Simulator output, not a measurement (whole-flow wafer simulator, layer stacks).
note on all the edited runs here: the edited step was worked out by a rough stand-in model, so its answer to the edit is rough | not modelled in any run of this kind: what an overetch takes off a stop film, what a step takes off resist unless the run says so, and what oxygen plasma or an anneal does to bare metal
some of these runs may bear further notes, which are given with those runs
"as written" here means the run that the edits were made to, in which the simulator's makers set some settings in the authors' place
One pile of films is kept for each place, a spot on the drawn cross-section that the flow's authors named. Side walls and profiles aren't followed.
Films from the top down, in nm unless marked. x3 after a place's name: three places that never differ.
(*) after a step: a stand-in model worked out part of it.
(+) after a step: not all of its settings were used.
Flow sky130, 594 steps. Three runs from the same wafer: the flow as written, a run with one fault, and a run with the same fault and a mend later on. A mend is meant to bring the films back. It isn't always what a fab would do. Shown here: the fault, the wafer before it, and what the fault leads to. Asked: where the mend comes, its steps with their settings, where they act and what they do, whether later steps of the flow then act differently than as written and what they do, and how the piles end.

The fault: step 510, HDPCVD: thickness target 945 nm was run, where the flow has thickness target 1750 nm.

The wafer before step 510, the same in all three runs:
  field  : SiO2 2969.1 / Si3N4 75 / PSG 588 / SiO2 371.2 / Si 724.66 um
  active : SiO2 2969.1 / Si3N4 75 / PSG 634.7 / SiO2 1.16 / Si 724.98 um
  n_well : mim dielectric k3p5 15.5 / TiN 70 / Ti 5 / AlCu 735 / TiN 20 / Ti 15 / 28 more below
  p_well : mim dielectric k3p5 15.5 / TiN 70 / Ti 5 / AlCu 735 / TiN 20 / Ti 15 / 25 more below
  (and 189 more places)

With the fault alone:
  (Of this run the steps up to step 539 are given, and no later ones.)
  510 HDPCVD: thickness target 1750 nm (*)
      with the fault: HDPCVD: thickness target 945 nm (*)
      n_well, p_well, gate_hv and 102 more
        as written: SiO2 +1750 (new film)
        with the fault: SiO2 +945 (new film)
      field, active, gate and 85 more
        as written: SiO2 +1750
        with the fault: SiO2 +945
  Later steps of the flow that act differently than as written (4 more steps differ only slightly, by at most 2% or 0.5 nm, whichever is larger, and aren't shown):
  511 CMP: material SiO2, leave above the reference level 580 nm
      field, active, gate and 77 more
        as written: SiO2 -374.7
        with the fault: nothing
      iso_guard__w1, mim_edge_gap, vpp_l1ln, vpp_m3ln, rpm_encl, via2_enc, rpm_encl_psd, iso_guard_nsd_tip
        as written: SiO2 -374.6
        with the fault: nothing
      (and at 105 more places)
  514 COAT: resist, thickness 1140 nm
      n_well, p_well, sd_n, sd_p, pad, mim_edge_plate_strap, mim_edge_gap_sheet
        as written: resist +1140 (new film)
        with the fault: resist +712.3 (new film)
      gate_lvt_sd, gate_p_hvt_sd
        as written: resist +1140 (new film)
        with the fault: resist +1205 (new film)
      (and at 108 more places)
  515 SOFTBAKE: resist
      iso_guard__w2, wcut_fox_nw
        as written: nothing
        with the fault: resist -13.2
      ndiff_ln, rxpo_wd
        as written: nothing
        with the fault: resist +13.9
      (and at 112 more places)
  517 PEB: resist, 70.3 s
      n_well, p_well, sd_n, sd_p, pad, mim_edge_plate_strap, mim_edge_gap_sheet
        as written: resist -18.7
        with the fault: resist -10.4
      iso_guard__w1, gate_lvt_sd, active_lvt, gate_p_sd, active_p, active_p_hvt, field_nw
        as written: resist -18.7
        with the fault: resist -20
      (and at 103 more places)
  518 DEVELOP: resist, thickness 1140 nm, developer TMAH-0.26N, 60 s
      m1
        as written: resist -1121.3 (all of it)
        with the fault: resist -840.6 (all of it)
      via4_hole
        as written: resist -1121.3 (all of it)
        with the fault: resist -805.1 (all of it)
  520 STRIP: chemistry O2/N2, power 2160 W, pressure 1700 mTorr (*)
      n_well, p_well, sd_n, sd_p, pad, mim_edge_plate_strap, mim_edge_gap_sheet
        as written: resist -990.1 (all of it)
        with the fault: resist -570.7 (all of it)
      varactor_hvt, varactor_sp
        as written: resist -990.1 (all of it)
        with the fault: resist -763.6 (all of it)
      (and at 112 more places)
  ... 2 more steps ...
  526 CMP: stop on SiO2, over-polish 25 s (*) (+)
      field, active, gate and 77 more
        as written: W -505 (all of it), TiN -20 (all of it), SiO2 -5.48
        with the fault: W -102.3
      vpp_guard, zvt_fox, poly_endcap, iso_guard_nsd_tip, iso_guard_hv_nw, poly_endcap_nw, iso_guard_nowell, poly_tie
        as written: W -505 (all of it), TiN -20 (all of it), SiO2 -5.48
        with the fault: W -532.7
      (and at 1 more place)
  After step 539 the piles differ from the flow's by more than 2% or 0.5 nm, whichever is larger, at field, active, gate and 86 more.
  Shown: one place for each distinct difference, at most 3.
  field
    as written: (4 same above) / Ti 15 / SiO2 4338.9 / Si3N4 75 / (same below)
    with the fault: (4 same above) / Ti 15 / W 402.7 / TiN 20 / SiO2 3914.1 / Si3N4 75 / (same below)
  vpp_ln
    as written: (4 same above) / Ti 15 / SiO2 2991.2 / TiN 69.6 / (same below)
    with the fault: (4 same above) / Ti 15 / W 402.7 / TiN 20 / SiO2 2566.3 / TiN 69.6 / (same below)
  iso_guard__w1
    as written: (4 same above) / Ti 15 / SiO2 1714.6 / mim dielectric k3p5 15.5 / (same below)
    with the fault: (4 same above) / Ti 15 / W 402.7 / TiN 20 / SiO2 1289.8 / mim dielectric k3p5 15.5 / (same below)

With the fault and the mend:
  The mend comes after step 510.
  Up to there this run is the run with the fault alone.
  510a HDPCVD: thickness target 805 nm (*) (the flow's step 510 once more, with other settings)
      field, active, n_well and 190 more
        SiO2 +805
  No later step of the flow acts differently than as written at any place that is followed.
  At the end the piles are the same as the flow's at every place that both follow.
